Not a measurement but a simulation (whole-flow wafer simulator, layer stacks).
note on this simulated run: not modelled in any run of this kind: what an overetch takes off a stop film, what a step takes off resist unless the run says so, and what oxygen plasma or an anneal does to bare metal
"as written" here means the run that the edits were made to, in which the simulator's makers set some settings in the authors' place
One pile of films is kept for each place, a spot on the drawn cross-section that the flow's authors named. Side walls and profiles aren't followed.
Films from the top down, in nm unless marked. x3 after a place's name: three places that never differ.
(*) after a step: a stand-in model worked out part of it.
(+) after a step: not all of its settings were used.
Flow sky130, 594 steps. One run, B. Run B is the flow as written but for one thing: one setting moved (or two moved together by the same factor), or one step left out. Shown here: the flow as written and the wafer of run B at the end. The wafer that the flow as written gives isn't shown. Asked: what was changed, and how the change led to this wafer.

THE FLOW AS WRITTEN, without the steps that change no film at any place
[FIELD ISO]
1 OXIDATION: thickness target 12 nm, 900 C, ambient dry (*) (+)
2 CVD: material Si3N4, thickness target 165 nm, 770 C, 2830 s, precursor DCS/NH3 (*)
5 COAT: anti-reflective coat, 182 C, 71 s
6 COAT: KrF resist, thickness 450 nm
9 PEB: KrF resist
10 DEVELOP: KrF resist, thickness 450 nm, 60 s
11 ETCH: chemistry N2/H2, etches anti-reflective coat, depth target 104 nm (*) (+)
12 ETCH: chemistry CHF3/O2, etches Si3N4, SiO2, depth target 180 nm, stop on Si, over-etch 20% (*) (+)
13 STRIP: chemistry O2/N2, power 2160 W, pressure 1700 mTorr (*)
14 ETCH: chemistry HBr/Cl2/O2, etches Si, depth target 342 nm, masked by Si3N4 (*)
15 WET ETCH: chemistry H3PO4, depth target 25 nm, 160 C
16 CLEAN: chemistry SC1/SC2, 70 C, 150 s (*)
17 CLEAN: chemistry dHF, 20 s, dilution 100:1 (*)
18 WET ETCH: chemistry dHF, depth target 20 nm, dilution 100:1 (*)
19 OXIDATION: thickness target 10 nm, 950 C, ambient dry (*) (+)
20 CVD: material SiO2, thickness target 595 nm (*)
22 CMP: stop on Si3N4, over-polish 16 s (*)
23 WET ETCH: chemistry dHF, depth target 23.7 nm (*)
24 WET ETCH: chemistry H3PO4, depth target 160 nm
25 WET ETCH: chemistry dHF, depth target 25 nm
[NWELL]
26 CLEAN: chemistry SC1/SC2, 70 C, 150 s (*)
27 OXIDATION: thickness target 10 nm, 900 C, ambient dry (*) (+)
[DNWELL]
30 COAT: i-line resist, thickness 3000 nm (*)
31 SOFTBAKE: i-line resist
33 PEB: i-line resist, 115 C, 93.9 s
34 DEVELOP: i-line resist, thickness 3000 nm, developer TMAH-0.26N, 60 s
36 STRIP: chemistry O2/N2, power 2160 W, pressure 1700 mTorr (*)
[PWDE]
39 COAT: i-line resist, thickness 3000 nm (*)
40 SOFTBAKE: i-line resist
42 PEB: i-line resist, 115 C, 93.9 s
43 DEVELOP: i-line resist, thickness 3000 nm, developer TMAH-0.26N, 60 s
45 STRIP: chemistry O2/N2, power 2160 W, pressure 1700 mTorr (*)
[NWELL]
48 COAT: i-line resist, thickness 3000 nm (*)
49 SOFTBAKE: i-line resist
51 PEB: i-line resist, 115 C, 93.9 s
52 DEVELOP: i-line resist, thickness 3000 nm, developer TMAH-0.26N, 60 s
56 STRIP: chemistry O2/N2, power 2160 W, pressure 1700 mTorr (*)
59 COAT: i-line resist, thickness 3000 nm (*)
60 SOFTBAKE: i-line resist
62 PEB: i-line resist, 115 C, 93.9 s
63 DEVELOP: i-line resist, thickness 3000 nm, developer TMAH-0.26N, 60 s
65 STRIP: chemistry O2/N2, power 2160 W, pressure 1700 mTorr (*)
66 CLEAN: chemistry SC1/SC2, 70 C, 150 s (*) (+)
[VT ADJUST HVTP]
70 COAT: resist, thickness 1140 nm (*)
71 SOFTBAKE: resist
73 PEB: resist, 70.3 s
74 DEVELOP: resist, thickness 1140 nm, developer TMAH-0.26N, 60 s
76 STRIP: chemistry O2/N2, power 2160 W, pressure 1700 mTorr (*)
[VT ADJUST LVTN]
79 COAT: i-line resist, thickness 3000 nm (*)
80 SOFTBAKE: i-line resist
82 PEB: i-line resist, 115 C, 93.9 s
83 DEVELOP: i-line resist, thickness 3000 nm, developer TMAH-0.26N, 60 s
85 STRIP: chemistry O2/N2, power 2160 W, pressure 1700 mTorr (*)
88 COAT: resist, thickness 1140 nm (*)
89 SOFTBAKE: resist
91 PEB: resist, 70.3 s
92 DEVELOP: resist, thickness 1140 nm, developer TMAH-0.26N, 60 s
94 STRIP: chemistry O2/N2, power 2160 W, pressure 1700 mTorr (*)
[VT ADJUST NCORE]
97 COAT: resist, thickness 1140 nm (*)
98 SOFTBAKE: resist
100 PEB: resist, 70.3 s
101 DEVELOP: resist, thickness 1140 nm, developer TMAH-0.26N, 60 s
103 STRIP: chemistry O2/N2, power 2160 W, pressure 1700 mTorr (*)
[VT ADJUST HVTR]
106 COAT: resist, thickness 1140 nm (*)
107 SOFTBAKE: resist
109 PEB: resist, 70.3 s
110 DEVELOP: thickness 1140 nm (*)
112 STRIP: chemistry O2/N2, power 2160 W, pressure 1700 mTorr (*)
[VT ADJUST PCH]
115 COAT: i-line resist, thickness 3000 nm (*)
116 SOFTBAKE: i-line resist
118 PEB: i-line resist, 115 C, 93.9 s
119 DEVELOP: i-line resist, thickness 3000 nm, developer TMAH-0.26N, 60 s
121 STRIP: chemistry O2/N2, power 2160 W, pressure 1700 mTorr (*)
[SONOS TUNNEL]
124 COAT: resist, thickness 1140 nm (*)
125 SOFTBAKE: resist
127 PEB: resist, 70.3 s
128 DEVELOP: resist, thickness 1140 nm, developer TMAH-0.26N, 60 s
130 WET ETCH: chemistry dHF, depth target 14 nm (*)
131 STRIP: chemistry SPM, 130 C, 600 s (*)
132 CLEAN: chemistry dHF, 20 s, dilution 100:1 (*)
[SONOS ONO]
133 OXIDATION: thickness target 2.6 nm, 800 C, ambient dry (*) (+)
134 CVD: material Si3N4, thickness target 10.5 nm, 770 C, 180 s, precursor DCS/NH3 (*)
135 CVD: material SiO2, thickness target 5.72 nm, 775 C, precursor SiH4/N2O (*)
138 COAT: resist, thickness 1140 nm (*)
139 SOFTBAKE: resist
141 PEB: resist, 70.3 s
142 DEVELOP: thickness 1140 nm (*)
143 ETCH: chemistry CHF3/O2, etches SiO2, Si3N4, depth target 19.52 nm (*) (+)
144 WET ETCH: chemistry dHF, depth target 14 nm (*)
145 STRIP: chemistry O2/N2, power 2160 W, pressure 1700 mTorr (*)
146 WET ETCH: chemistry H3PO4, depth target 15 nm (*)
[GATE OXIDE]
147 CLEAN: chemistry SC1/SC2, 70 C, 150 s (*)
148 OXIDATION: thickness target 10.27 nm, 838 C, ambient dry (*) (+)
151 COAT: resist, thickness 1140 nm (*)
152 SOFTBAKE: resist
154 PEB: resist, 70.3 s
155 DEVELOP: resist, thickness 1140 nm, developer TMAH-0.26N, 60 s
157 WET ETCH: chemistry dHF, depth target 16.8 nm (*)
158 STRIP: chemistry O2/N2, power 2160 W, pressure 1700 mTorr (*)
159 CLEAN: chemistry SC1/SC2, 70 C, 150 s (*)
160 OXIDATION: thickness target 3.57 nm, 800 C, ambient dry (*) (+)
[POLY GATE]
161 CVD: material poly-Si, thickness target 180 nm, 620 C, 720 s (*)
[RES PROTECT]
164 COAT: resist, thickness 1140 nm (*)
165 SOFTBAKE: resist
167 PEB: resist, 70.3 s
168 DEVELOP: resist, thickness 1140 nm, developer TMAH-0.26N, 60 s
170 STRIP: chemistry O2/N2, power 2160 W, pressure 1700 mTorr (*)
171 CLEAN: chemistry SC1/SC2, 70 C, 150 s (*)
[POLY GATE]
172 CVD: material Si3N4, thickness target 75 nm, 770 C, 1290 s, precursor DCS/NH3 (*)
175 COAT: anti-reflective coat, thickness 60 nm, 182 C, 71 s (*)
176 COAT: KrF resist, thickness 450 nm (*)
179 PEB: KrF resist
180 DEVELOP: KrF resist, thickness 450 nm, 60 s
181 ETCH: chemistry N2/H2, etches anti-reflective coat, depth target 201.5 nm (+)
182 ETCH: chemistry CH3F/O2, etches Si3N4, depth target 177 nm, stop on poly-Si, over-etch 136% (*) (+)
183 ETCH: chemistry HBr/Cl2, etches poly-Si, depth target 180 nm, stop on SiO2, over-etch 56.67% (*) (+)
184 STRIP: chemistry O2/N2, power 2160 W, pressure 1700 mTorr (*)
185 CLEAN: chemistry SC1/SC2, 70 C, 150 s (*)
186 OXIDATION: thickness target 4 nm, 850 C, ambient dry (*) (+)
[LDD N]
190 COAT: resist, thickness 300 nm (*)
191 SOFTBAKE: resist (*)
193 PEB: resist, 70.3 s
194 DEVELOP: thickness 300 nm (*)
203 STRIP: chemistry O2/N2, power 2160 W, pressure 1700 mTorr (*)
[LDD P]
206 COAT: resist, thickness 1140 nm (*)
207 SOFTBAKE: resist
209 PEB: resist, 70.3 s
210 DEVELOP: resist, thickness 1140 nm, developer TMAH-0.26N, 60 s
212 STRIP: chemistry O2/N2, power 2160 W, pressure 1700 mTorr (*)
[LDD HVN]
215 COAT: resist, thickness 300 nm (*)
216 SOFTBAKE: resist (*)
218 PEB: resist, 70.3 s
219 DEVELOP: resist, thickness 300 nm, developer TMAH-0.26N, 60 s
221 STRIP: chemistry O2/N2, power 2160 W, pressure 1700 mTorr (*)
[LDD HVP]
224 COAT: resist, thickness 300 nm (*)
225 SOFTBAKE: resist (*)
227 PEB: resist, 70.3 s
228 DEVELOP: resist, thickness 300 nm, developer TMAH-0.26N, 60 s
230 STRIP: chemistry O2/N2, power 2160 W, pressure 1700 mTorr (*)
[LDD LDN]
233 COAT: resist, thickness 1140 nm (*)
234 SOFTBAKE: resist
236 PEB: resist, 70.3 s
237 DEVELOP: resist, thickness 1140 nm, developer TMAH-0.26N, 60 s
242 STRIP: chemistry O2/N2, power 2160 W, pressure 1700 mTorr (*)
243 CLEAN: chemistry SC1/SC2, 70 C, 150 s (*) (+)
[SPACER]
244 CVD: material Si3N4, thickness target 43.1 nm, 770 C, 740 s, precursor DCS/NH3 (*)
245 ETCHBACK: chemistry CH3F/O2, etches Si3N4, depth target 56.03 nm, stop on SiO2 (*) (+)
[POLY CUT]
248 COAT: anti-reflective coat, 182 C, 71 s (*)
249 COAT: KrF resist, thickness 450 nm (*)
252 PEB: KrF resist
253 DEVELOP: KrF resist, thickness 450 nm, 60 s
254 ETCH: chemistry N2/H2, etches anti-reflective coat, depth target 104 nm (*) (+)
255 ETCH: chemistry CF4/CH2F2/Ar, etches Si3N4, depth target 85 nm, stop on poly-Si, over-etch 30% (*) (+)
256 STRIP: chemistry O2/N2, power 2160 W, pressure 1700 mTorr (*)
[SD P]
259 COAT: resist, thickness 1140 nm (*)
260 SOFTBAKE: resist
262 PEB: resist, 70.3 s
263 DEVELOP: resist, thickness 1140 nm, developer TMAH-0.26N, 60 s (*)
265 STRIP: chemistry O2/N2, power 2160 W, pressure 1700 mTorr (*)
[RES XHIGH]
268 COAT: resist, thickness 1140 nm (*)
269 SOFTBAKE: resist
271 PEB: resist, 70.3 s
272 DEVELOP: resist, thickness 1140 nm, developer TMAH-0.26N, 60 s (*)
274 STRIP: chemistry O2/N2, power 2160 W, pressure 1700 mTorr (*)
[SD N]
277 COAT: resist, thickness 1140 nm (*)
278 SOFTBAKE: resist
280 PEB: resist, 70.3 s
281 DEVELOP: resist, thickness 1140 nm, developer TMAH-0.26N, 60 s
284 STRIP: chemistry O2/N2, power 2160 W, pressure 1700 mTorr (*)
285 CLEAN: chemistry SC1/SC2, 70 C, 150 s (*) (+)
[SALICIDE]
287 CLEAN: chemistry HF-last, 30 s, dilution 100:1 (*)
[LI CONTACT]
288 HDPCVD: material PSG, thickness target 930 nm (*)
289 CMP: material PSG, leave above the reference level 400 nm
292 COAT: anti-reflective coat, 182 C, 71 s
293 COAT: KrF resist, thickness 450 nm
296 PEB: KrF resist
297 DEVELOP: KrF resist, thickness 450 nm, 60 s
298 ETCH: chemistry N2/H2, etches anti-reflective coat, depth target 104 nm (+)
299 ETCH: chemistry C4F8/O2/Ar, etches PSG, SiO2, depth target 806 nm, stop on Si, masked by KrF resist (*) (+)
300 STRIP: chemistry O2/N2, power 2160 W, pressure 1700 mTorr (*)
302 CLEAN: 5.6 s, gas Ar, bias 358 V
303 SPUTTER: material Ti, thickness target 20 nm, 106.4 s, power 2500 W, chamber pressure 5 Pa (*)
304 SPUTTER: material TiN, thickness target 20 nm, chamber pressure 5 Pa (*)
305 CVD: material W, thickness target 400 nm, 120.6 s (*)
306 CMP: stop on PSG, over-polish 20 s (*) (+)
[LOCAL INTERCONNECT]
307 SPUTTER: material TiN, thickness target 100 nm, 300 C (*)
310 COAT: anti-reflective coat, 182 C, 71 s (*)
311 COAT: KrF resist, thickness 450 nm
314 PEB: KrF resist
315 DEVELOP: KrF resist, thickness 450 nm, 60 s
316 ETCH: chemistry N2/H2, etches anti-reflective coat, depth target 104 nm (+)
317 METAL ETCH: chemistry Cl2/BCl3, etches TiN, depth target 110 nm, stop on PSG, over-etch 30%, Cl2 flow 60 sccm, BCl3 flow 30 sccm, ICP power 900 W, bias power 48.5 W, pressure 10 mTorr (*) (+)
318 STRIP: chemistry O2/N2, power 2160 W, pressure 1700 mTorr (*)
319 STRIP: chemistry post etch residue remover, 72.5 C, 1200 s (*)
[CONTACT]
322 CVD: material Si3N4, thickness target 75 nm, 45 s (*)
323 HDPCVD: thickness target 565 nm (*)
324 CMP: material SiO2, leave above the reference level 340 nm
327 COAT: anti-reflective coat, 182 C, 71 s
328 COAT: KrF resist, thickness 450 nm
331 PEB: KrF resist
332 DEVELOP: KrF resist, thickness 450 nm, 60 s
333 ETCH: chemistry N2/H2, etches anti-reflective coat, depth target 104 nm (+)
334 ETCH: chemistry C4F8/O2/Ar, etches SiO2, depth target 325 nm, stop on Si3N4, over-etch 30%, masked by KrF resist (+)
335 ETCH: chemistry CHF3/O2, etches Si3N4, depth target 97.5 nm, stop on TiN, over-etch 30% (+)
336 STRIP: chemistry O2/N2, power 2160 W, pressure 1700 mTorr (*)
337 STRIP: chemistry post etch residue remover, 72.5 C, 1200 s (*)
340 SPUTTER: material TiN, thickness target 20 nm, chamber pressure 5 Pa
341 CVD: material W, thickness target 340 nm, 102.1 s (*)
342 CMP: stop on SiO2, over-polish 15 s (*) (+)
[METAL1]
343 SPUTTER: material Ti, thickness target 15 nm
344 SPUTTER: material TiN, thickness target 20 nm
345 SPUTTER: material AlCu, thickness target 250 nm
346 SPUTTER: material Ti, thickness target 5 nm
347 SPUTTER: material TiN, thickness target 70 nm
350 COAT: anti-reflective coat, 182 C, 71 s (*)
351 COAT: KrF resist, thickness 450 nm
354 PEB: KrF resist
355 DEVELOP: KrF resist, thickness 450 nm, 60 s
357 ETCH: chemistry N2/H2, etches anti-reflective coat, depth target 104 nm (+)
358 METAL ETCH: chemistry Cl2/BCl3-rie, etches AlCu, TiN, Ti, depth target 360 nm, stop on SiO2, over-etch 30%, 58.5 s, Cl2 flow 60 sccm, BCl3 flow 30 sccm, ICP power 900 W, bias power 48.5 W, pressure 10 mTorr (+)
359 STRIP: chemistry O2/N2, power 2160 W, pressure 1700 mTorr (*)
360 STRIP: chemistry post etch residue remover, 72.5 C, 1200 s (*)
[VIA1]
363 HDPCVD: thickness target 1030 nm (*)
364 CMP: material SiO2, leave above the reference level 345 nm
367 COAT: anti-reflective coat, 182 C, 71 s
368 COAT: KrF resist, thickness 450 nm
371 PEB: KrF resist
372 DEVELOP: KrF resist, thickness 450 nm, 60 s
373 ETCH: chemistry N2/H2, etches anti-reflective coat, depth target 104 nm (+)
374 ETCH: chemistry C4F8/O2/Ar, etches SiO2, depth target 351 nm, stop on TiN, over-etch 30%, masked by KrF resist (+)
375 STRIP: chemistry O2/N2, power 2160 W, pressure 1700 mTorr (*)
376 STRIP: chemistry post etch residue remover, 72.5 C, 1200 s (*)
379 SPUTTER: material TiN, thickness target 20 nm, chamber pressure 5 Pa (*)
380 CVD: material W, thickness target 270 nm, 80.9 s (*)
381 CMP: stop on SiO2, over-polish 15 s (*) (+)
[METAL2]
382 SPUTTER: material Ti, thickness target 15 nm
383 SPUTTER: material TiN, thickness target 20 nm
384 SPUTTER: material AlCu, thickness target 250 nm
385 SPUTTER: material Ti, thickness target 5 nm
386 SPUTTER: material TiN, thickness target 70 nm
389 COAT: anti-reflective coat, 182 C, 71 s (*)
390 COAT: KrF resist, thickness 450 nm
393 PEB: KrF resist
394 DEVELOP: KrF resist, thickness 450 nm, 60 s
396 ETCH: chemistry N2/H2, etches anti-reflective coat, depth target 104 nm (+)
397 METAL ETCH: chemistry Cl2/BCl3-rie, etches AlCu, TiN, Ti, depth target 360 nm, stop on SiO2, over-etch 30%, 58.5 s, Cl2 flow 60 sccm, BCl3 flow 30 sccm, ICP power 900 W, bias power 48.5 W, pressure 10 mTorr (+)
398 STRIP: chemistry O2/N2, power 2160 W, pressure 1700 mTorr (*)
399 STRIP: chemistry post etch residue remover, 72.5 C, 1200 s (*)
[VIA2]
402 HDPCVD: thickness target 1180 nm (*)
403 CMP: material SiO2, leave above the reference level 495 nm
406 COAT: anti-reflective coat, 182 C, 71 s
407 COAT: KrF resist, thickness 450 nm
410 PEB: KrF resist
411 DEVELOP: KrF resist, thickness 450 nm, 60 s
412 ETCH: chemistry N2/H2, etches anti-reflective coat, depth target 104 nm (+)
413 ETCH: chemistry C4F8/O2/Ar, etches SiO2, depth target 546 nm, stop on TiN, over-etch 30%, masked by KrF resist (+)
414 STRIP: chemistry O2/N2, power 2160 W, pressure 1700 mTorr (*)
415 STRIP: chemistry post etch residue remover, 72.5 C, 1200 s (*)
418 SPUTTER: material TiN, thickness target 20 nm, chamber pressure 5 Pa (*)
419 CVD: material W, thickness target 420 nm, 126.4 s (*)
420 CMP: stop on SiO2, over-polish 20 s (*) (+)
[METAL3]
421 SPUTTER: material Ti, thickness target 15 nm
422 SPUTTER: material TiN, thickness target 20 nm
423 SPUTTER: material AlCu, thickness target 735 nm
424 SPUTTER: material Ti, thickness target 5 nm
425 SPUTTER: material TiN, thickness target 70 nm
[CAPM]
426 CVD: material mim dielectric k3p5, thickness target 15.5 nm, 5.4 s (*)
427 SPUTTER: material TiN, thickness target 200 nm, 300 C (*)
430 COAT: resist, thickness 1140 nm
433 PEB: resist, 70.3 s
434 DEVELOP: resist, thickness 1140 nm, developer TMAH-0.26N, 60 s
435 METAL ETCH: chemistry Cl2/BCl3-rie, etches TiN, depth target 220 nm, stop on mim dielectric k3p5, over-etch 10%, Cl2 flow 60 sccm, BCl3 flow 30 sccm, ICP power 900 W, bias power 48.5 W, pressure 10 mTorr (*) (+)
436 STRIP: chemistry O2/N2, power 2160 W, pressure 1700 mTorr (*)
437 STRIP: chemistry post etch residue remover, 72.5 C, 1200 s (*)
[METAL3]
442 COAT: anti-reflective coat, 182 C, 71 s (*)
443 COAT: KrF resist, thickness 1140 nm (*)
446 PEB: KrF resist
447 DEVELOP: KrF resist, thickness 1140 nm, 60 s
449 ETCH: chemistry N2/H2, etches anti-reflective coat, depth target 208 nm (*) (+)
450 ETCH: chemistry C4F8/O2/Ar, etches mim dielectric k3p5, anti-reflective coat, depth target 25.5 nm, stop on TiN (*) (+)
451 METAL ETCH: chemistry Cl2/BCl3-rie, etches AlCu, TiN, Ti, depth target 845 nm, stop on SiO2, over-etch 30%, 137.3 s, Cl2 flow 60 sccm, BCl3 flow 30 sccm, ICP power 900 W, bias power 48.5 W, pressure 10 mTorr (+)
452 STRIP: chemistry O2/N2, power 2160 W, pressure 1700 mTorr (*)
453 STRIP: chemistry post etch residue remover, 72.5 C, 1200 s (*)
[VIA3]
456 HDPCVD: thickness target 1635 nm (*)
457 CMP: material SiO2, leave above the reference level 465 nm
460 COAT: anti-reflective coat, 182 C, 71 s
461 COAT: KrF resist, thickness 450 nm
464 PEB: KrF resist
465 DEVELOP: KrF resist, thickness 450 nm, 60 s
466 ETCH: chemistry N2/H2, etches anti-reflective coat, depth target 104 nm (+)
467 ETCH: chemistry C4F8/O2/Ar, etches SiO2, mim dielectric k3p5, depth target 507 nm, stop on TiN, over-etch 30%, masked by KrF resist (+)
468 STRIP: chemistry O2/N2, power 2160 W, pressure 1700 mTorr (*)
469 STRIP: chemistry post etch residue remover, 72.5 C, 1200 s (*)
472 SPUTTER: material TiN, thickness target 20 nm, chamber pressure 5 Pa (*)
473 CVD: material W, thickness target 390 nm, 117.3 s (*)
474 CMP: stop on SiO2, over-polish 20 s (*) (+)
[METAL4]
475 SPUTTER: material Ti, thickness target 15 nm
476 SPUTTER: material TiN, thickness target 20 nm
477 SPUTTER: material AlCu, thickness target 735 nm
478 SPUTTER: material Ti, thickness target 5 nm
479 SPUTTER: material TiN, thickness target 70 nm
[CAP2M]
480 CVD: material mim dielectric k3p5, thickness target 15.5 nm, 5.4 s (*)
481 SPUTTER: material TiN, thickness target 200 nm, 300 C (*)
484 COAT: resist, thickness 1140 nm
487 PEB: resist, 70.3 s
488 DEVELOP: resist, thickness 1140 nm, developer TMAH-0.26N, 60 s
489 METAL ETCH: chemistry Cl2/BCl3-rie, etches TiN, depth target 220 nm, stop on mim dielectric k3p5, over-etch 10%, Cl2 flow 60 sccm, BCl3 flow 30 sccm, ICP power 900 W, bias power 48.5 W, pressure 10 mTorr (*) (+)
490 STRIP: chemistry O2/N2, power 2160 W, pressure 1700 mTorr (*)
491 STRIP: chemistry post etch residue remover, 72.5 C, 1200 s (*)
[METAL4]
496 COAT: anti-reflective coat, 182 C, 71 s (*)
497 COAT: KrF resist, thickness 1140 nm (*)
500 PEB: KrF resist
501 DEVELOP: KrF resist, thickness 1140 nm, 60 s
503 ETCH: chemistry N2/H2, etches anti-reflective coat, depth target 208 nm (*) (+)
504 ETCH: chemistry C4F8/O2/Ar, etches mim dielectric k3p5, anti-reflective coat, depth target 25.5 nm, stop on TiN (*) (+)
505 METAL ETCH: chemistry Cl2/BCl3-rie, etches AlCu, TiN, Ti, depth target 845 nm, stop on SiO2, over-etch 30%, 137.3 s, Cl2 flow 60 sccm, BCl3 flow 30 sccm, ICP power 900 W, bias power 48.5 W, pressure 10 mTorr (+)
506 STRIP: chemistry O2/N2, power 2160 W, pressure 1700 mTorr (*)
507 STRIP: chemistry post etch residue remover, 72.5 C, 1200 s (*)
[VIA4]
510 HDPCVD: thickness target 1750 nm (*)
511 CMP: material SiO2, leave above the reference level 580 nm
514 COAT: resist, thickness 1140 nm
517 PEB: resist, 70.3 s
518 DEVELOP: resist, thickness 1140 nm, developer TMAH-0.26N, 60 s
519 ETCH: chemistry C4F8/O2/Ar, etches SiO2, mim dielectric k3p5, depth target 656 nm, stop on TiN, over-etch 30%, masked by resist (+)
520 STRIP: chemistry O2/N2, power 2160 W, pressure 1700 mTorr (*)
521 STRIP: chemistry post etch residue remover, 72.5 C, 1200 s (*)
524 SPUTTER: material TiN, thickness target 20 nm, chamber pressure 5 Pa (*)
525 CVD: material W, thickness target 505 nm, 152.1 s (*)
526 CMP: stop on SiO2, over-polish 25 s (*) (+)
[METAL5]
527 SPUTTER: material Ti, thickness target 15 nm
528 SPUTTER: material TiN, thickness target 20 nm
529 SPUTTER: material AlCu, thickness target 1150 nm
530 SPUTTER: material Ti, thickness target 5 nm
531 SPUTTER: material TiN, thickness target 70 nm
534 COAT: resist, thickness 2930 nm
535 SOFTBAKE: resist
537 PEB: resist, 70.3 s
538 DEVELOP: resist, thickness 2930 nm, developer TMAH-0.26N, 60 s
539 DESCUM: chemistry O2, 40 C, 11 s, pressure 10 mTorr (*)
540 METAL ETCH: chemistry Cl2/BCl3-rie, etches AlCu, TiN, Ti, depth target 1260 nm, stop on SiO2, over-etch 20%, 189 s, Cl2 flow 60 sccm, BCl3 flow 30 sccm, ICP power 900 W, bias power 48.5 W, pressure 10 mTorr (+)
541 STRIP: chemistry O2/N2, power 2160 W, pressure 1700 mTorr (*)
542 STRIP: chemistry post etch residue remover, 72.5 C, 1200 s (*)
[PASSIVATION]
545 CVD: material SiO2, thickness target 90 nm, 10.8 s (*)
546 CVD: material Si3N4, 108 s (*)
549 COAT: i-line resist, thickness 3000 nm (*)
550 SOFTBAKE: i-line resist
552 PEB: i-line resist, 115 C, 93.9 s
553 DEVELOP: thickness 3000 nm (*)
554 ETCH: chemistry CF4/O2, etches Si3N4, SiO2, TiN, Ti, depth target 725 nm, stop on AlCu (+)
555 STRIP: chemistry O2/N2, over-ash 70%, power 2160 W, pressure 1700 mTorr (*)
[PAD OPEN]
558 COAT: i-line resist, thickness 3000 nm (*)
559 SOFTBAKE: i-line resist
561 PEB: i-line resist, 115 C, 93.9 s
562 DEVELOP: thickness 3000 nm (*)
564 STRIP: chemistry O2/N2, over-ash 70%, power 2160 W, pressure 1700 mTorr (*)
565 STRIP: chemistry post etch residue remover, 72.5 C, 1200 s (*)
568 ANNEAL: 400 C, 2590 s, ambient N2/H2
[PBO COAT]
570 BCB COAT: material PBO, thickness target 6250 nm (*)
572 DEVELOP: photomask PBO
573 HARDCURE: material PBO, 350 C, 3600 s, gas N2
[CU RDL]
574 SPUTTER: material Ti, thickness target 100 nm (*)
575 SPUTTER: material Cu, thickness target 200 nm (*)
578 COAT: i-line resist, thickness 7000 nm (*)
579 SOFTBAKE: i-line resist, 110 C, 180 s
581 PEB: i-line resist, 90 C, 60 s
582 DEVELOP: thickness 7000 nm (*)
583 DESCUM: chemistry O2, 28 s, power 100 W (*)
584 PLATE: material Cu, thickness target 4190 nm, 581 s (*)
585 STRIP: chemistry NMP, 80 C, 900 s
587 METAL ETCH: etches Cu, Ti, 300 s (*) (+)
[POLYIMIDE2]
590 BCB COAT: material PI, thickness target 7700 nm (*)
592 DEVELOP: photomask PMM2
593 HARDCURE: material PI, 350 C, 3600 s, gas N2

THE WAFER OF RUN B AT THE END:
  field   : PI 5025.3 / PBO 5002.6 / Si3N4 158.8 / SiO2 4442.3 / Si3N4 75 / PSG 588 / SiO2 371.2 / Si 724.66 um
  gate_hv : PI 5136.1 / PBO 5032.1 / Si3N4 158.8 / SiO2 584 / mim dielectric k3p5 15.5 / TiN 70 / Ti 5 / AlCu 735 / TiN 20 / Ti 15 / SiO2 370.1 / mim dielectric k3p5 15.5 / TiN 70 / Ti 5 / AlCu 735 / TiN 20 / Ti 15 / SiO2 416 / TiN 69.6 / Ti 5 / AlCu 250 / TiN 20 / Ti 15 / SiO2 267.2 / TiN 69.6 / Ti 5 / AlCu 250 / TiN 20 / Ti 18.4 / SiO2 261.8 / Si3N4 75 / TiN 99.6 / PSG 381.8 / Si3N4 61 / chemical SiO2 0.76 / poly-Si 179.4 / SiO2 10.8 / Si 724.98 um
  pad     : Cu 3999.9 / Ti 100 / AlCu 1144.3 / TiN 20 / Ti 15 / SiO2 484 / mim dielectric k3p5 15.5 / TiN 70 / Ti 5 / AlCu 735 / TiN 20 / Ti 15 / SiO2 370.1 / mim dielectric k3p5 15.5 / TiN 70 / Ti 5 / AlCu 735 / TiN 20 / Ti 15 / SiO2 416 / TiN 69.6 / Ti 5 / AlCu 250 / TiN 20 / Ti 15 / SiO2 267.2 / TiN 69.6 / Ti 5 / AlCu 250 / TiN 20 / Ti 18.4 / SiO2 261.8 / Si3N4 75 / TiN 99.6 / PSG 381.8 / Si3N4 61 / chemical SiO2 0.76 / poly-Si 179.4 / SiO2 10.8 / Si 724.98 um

The cause: step 343, SPUTTER: thickness target 18.4 nm was run, where the flow has thickness target 15 nm.
It can be read off the wafer: gate_hv has Ti 18.4, and step 343 as written asks for 15 nm.

How the change led to this, step by step:
  343 SPUTTER: material Ti, thickness target 15 nm
      field, active, n_well and 188 more: Ti +18.4 (new film) (as written it would be: Ti +15 (new film))
  358 METAL ETCH: chemistry Cl2/BCl3-rie, etches AlCu, TiN, Ti, depth target 360 nm, stop on SiO2, over-etch 30%, 58.5 s, Cl2 flow 60 sccm, BCl3 flow 30 sccm, ICP power 900 W, bias power 48.5 W, pressure 10 mTorr (+)
      field, active, gate and 81 more: TiN -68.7 (all of it), Ti -5 (all of it), AlCu -250 (all of it), TiN -20 (all of it), Ti -18.4 (all of it), SiO2 -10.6 (as written it would be: TiN -68.7 (all of it), Ti -5 (all of it), AlCu -250 (all of it), TiN -20 (all of it), Ti -15 (all of it), SiO2 -10.9)
